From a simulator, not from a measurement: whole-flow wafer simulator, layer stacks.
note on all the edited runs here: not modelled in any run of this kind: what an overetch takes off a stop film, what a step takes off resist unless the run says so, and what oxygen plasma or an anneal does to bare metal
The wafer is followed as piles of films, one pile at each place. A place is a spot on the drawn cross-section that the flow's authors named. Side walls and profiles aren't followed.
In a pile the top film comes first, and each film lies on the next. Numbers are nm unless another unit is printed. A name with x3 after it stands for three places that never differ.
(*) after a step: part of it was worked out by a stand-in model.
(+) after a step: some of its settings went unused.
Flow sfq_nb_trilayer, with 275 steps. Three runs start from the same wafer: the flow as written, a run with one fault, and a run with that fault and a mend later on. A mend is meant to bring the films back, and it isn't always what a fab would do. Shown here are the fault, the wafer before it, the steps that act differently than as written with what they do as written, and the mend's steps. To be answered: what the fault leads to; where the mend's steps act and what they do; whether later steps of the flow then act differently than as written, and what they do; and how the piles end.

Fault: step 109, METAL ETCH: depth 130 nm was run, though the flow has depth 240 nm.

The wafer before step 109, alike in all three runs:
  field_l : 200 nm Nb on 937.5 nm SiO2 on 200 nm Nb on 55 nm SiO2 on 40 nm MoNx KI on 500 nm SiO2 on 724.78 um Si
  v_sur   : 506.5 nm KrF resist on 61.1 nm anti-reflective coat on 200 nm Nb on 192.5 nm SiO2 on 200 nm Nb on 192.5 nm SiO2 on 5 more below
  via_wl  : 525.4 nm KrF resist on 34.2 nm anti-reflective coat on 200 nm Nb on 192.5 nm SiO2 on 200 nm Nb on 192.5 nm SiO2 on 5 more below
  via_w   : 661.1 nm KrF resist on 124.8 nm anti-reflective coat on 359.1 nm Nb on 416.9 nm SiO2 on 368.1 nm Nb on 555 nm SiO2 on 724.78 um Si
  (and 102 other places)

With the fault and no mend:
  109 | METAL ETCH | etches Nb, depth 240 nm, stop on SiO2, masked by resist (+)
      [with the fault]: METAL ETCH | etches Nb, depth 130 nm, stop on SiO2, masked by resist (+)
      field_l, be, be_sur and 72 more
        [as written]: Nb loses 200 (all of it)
        [with the fault]: Nb loses 130
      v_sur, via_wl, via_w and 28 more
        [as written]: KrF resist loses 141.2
        [with the fault]: KrF resist loses 76.5
  Later steps of the flow acting differently than as written:
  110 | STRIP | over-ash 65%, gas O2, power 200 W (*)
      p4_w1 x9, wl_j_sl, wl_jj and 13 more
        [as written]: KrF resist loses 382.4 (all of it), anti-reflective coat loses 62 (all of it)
        [with the fault]: KrF resist loses 447.1 (all of it), anti-reflective coat loses 62 (all of it)
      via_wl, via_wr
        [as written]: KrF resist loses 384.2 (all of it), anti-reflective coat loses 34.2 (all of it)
        [with the fault]: KrF resist loses 448.9 (all of it), anti-reflective coat loses 34.2 (all of it)
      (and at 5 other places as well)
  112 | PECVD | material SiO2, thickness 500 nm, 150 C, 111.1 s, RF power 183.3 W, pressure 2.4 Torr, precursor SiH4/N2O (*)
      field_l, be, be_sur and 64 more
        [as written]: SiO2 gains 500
        [with the fault]: SiO2 gains 500 (new film)
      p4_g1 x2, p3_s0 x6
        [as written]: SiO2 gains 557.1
        [with the fault]: SiO2 gains 500 (new film)
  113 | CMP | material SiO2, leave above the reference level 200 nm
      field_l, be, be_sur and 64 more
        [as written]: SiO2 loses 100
        [with the fault]: SiO2 loses 170
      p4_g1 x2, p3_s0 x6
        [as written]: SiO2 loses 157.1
        [with the fault]: SiO2 loses 170
  By the end, the piles at field_l, be, be_sur and 72 more depart from the flow's by more than 2% or 0.5 nm, whichever is larger.
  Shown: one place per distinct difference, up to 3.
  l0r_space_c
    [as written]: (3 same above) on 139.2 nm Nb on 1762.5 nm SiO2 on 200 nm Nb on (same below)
    [with the fault]: (3 same above) on 139.2 nm Nb on 715 nm SiO2 on 70 nm Nb on 977.5 nm SiO2 on 200 nm Nb on (same below)
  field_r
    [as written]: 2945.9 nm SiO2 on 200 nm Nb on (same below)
    [with the fault]: 1898.4 nm SiO2 on 70 nm Nb on 977.5 nm SiO2 on 200 nm Nb on (same below)
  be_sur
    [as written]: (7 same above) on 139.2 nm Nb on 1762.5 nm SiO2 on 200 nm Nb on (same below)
    [with the fault]: (7 same above) on 139.2 nm Nb on 715 nm SiO2 on 70 nm Nb on 977.5 nm SiO2 on 200 nm Nb on (same below)

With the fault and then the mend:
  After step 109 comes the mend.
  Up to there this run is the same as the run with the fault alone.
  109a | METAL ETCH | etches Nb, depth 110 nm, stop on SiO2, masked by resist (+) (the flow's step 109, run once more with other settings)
      field_l, be, be_sur and 72 more
        Nb loses 70 (all of it)
      v_sur, via_wl, via_w and 28 more
        KrF resist loses 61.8
  Later steps of the flow that are run all act as written at every place that is followed, up to a difference of at most 2% or 0.5 nm, whichever is larger.
  The piles end the same as the flow's at every place that both follow.
